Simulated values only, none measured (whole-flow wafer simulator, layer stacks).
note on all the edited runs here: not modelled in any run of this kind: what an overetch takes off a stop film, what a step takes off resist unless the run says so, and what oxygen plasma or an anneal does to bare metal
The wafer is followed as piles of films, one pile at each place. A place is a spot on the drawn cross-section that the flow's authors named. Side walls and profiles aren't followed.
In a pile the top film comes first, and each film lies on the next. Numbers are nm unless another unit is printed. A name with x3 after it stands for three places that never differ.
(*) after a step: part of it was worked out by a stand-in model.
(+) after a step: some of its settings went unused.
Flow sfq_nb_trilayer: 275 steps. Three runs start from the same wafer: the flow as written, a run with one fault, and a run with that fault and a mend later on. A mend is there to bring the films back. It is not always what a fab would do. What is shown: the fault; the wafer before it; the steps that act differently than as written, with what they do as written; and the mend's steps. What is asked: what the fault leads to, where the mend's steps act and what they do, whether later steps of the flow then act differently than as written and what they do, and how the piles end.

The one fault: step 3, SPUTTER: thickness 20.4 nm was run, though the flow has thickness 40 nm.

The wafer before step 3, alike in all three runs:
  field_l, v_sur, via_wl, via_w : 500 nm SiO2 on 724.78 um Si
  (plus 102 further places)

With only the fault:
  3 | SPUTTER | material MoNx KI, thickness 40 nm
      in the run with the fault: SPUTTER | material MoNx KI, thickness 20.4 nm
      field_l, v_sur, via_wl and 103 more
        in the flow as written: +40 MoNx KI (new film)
        in the run with the fault: +20.4 MoNx KI (new film)
  Steps further on in the flow that do not act as written (8 other steps are not shown; they differ only slightly, by no more than 2% or 0.5 nm, whichever is larger):
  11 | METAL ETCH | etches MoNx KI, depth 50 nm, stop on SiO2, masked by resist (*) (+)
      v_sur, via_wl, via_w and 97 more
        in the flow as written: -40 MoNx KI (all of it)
        in the run with the fault: -20.4 MoNx KI (all of it)
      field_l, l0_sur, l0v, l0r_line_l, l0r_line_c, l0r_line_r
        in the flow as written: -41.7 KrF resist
        in the run with the fault: -25.5 KrF resist
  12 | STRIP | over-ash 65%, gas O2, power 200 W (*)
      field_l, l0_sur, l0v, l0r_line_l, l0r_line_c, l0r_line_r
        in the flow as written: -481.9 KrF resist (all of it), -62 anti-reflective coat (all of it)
        in the run with the fault: -498.1 KrF resist (all of it), -62 anti-reflective coat (all of it)
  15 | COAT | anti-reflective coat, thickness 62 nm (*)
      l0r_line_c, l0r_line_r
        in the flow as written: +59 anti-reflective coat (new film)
        in the run with the fault: +60.3 anti-reflective coat (new film)
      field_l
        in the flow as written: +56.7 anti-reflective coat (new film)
        in the run with the fault: +59 anti-reflective coat (new film)
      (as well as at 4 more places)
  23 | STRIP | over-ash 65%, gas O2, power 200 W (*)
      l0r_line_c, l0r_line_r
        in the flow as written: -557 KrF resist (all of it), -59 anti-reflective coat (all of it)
        in the run with the fault: -558.4 KrF resist (all of it), -60.3 anti-reflective coat (all of it)
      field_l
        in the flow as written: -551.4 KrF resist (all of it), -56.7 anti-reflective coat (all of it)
        in the run with the fault: -555.6 KrF resist (all of it), -59 anti-reflective coat (all of it)
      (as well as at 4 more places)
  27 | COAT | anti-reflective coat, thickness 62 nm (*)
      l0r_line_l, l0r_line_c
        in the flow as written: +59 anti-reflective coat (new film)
        in the run with the fault: +60.3 anti-reflective coat (new film)
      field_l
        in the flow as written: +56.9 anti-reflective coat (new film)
        in the run with the fault: +59.2 anti-reflective coat (new film)
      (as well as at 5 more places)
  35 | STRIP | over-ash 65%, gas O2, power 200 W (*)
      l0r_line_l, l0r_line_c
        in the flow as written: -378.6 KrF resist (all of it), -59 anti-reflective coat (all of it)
        in the run with the fault: -380.5 KrF resist (all of it), -60.3 anti-reflective coat (all of it)
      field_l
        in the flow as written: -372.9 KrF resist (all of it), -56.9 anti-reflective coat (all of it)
        in the run with the fault: -377.5 KrF resist (all of it), -59.2 anti-reflective coat (all of it)
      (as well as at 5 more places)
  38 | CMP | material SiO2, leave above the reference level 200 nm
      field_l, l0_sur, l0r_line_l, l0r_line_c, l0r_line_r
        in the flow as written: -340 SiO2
        in the run with the fault: -320.4 SiO2
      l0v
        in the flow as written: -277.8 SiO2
        in the run with the fault: -258.2 SiO2
  By the end, the piles at field_l, l0_sur, l0v, l0r_line_l, l0r_line_c, l0r_line_r depart from the flow's by more than 2% or 0.5 nm, whichever is larger.
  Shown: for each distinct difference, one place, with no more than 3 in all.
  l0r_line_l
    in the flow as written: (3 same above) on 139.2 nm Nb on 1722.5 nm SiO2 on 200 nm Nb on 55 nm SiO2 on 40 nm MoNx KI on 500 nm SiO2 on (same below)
    in the run with the fault: (3 same above) on 139.2 nm Nb on 1742.1 nm SiO2 on 200 nm Nb on 55 nm SiO2 on 20.4 nm MoNx KI on 500 nm SiO2 on (same below)
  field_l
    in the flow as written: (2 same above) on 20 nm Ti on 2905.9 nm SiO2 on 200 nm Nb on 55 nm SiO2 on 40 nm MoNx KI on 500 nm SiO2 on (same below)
    in the run with the fault: (2 same above) on 20 nm Ti on 2925.5 nm SiO2 on 200 nm Nb on 55 nm SiO2 on 20.4 nm MoNx KI on 500 nm SiO2 on (same below)
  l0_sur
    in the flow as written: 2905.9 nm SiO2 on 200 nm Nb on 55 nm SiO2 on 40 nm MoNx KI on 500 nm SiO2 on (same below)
    in the run with the fault: 2925.5 nm SiO2 on 200 nm Nb on 55 nm SiO2 on 20.4 nm MoNx KI on 500 nm SiO2 on (same below)

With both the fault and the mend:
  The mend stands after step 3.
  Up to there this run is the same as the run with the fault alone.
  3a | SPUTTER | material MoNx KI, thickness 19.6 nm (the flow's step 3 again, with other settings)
      field_l, v_sur, via_wl and 103 more
        +19.6 MoNx KI
  None of the later steps of the flow acts differently than as written at any place that is followed.
  By the end, the piles equal the flow's at every place that both follow.
